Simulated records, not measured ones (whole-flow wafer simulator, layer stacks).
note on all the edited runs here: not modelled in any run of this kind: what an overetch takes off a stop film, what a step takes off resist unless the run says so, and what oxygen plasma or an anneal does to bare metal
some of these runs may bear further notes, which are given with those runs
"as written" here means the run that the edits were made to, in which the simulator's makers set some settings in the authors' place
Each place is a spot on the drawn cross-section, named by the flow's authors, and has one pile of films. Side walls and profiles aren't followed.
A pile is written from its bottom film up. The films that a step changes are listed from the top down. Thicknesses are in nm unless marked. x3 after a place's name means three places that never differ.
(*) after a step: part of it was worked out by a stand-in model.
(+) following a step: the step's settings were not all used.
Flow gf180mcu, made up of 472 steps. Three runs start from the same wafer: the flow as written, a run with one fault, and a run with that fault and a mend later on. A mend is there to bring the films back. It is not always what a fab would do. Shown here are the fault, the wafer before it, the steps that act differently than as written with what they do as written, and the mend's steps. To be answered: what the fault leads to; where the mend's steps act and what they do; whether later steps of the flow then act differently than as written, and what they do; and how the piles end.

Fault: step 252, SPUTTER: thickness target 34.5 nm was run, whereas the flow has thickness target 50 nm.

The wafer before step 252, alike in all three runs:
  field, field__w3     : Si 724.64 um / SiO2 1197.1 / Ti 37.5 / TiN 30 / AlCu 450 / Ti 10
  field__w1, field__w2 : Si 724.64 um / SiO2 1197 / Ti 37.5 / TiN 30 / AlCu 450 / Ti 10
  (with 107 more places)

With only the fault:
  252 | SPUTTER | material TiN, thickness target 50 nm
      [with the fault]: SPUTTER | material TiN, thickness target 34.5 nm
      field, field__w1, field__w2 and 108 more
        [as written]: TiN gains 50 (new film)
        [with the fault]: TiN gains 34.5 (new film)
  Steps later in the flow that act otherwise than as written (4 more steps, not shown, differ only slightly: by at most 2% or 0.5 nm, whichever is larger):
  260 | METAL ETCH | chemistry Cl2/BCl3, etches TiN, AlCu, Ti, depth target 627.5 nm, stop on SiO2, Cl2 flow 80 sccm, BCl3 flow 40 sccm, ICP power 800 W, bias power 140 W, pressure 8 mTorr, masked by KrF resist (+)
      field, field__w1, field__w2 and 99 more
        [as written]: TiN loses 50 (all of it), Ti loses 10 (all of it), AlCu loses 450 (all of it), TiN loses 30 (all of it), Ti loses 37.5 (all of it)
        [with the fault]: TiN loses 34.5 (all of it), Ti loses 10 (all of it), AlCu loses 450 (all of it), TiN loses 30 (all of it), Ti loses 37.5 (all of it)
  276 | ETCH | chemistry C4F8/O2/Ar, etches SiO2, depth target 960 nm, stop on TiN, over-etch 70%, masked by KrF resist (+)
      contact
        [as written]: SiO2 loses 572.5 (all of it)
        [with the fault]: SiO2 loses 588 (all of it)
  At field__w8, contact, m1 and 6 more, the piles at the end differ from the flow's by more than 2% or 0.5 nm, whichever is larger.
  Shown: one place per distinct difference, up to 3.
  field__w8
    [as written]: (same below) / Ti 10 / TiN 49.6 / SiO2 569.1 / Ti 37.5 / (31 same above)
    [with the fault]: (same below) / Ti 10 / TiN 34.1 / SiO2 584.6 / Ti 37.5 / (31 same above)
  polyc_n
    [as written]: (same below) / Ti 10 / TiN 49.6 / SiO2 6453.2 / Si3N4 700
    [with the fault]: (same below) / Ti 10 / TiN 34.1 / SiO2 6468.7 / Si3N4 700
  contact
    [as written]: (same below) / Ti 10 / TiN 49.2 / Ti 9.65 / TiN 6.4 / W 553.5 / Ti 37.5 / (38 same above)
    [with the fault]: (same below) / Ti 10 / TiN 33.7 / Ti 9.57 / TiN 6.35 / W 569.1 / Ti 37.5 / (38 same above)

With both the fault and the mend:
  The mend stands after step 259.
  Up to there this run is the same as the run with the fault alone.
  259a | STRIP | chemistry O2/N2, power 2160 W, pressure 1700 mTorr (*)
      field__w8, contact, m1 and 6 more
        KrF resist loses 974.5 (all of it)
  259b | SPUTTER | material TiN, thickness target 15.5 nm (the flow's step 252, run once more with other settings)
      field, field__w1, field__w2 and 108 more
        TiN gains 15.5
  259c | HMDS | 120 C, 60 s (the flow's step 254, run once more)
      alters no film at any place that is followed
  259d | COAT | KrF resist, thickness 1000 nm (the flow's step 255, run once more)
      field, field__w1, field__w2 and 108 more
        KrF resist gains 1000 (new film)
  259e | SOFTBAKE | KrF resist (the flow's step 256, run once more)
      alters no film at any place that is followed
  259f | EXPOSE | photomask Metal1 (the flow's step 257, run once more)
      alters no film at any place that is followed
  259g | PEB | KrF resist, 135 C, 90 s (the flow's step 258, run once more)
      field, field__w1, field__w2 and 108 more
        KrF resist loses 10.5
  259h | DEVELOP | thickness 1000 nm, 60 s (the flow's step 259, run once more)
      field, field__w1, field__w2 and 99 more
        KrF resist loses 989.5 (all of it)
      field__w8, contact, m1 and 6 more
        KrF resist loses 14.9
  Every later step of the flow that is run acts as written at every place that is followed.
  At every place that both follow, the piles at the end match the flow's.
